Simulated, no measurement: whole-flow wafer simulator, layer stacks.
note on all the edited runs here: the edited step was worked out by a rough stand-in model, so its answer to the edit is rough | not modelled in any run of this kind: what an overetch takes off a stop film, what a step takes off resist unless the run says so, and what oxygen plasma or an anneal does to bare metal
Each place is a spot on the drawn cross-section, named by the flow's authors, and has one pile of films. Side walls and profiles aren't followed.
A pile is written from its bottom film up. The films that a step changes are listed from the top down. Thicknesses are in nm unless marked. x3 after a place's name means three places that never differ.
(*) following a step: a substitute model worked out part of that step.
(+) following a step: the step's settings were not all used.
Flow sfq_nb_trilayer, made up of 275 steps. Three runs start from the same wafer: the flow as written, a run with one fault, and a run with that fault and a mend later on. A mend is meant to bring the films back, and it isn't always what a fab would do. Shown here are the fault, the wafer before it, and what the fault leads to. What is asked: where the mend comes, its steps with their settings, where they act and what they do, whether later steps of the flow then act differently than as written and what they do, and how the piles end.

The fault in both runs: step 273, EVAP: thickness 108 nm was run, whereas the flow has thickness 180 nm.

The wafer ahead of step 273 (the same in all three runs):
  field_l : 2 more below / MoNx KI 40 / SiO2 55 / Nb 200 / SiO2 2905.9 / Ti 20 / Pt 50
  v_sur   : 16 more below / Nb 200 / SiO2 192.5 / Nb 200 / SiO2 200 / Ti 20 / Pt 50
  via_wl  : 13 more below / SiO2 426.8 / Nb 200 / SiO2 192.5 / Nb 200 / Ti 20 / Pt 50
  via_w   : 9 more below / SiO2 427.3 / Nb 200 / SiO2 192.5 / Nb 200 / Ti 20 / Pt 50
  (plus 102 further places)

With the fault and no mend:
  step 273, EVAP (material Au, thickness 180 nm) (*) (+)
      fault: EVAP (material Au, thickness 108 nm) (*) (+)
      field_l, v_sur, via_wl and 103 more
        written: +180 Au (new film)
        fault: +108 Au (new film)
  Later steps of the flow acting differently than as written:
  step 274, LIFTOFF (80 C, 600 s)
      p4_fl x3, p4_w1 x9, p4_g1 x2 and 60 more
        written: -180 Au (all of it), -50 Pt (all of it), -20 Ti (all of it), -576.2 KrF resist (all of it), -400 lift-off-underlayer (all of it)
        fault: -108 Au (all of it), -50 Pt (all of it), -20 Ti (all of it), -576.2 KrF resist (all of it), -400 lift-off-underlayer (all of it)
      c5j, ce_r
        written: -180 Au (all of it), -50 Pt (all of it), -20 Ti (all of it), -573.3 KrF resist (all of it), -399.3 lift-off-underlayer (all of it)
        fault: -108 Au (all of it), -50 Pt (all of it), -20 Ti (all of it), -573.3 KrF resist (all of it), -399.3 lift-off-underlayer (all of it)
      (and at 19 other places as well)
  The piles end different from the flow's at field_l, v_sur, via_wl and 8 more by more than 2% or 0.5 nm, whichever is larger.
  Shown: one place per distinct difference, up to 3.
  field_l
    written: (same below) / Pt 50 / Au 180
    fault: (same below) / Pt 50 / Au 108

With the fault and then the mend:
  After step 273 comes the mend.
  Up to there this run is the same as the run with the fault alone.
  step 273a, EVAP (material Au, thickness 72 nm) (*) (+) (the flow's step 273, run once more with other settings)
      field_l, v_sur, via_wl and 103 more
        +72 Au
  Every later step of the flow that is run acts as written at every place that is followed.
  By the end, the piles equal the flow's at every place that both follow.
